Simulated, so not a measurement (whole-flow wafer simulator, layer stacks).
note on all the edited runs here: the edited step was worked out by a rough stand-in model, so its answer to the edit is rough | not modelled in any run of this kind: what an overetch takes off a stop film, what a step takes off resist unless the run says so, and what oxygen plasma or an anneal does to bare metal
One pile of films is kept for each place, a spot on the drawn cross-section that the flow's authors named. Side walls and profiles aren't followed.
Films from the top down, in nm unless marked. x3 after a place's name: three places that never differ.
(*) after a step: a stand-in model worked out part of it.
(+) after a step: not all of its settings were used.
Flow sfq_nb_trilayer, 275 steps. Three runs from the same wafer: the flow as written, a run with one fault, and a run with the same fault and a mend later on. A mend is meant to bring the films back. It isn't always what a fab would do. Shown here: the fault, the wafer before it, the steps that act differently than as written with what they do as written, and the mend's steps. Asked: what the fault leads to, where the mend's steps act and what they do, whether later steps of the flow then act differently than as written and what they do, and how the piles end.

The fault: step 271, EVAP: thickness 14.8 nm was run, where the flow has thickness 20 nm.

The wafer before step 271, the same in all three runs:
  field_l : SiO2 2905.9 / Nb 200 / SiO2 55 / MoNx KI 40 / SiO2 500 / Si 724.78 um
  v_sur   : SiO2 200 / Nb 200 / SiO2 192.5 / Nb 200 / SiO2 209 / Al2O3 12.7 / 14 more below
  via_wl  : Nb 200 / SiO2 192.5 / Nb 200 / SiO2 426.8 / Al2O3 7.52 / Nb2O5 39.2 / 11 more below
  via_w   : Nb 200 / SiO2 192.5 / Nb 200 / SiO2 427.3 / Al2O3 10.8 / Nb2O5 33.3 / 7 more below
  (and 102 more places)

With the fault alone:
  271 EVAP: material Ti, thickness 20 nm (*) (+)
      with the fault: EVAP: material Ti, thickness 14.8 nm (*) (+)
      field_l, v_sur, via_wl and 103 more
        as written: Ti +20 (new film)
        with the fault: Ti +14.8 (new film)
  Later steps of the flow that act differently than as written:
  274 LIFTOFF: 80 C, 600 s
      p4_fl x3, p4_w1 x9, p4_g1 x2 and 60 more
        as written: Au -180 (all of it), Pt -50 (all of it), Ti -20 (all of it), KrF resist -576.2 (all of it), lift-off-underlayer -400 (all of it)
        with the fault: Au -180 (all of it), Pt -50 (all of it), Ti -14.8 (all of it), KrF resist -576.2 (all of it), lift-off-underlayer -400 (all of it)
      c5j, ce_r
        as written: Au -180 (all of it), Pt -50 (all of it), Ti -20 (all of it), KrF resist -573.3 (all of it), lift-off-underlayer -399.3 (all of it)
        with the fault: Au -180 (all of it), Pt -50 (all of it), Ti -14.8 (all of it), KrF resist -573.3 (all of it), lift-off-underlayer -399.3 (all of it)
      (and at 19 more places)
  At the end the piles differ from the flow's by more than 2% or 0.5 nm, whichever is larger, at field_l, v_sur, via_wl and 8 more.
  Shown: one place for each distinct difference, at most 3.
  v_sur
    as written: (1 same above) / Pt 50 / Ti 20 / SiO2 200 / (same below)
    with the fault: (1 same above) / Pt 50 / Ti 14.8 / SiO2 200 / (same below)
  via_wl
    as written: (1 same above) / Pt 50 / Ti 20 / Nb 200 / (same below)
    with the fault: (1 same above) / Pt 50 / Ti 14.8 / Nb 200 / (same below)
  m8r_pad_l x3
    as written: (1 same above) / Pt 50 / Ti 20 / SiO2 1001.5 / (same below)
    with the fault: (1 same above) / Pt 50 / Ti 14.8 / SiO2 1001.5 / (same below)

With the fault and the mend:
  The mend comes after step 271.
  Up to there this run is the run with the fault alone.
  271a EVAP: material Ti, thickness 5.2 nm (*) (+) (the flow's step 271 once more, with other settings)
      field_l, v_sur, via_wl and 103 more
        Ti +5.2
  No later step of the flow acts differently than as written at any place that is followed.
  At the end the piles are the same as the flow's at every place that both follow.
